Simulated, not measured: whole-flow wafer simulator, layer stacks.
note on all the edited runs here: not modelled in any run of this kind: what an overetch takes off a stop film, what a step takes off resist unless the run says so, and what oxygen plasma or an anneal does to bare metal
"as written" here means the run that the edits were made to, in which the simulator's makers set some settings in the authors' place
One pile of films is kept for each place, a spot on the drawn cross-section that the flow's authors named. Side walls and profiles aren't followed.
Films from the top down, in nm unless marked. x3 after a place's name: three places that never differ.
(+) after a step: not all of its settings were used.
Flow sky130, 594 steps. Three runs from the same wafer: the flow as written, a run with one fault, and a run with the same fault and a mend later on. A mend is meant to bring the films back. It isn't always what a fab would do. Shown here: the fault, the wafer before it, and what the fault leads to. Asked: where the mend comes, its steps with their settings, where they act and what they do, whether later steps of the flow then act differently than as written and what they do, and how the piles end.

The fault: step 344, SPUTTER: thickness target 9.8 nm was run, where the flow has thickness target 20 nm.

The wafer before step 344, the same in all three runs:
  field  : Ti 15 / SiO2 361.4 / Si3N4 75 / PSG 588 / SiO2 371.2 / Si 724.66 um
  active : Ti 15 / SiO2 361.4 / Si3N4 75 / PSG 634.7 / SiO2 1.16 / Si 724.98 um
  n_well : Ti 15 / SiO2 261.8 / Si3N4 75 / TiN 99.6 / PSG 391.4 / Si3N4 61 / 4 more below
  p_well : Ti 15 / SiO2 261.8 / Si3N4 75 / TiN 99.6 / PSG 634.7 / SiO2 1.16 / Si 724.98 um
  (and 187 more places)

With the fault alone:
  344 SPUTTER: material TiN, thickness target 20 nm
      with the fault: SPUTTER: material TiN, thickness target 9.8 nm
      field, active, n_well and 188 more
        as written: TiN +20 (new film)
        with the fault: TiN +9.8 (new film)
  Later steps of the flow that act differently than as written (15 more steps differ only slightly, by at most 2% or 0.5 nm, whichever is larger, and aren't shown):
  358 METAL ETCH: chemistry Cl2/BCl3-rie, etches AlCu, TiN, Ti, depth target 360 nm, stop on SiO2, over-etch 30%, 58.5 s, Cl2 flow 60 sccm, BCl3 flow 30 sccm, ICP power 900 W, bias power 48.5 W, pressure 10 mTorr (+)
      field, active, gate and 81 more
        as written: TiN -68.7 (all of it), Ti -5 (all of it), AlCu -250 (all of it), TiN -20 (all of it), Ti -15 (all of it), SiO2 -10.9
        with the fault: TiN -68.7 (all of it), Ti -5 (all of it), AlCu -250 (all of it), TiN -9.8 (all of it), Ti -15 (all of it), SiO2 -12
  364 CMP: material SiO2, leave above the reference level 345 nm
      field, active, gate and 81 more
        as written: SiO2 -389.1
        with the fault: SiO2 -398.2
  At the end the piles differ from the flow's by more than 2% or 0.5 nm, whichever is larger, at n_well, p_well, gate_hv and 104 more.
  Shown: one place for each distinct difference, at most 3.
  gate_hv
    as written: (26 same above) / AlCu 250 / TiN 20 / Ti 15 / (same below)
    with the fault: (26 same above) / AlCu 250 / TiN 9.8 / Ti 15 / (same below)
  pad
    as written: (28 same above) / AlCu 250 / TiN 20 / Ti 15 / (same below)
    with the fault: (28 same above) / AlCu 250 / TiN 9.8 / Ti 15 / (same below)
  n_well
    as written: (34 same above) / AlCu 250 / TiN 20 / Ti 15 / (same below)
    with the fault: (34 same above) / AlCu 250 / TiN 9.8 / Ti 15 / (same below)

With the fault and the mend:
  The mend comes after step 344.
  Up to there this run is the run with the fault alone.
  344a SPUTTER: material TiN, thickness target 10.2 nm (the flow's step 344 once more, with other settings)
      field, active, n_well and 188 more
        TiN +10.2
  No later step of the flow acts differently than as written at any place that is followed.
  At the end the piles are the same as the flow's at every place that both follow.
